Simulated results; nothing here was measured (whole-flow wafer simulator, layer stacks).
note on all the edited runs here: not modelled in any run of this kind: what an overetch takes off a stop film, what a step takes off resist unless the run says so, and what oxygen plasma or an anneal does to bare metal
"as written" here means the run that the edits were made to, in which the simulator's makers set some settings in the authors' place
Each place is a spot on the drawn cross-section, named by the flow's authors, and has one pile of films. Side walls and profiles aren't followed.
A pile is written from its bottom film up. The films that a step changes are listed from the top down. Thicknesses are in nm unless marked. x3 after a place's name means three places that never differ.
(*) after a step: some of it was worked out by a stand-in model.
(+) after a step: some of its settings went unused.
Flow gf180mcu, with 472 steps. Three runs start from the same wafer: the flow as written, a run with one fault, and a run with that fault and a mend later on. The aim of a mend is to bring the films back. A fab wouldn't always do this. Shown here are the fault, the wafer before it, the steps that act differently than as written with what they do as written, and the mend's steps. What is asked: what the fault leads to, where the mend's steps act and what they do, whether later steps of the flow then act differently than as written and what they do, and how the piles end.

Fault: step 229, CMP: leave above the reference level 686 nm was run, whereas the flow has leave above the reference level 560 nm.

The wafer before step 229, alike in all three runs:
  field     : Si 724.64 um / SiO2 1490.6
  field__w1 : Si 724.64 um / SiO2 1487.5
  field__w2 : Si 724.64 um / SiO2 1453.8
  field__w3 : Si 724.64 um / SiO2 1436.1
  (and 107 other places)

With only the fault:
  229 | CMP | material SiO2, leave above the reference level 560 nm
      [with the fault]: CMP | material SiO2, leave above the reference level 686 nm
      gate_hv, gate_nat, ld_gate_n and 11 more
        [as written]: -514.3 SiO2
        [with the fault]: -388.3 SiO2
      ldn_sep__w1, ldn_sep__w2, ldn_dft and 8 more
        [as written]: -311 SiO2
        [with the fault]: -185 SiO2
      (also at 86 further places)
  Steps later in the flow that act otherwise than as written (1 other step is not shown; it differs only slightly, by no more than 2% or 0.5 nm, whichever is larger):
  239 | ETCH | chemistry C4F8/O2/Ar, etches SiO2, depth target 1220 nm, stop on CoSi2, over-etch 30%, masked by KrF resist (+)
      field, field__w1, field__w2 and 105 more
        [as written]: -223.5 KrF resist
        [with the fault]: -244 KrF resist
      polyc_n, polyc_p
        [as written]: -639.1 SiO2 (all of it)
        [with the fault]: -765.1 SiO2 (all of it)
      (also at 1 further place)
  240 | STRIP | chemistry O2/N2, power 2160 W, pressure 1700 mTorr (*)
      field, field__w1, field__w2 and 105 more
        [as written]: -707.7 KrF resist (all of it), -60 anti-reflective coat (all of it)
        [with the fault]: -687.2 KrF resist (all of it), -60 anti-reflective coat (all of it)
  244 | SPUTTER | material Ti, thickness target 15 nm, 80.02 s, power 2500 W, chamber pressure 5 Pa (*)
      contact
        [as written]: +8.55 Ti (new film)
        [with the fault]: +7.94 Ti (new film)
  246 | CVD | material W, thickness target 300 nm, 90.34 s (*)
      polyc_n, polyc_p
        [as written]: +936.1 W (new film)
        [with the fault]: +1062.1 W (new film)
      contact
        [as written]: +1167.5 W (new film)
        [with the fault]: +1294.5 W (new film)
  By the end, the piles at field__w4, field__w8, contact and 9 more depart from the flow's by more than 2% or 0.5 nm, whichever is larger.
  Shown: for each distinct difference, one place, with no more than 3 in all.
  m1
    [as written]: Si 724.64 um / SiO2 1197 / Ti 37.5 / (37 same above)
    [with the fault]: Si 724.64 um / SiO2 1323 / Ti 37.5 / (37 same above)
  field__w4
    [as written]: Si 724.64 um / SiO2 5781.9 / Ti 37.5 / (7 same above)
    [with the fault]: Si 724.64 um / SiO2 5907.9 / Ti 37.5 / (7 same above)
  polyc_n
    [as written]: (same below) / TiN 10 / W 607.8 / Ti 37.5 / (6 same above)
    [with the fault]: (same below) / TiN 10 / W 733.8 / Ti 37.5 / (6 same above)

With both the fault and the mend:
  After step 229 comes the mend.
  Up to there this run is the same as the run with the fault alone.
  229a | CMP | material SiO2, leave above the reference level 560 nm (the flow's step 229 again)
      field, field__w1, field__w2 and 108 more
        -126 SiO2
  Later steps of the flow that are run all act as written at every place that is followed.
  By the end, the piles equal the flow's at every place that both follow.
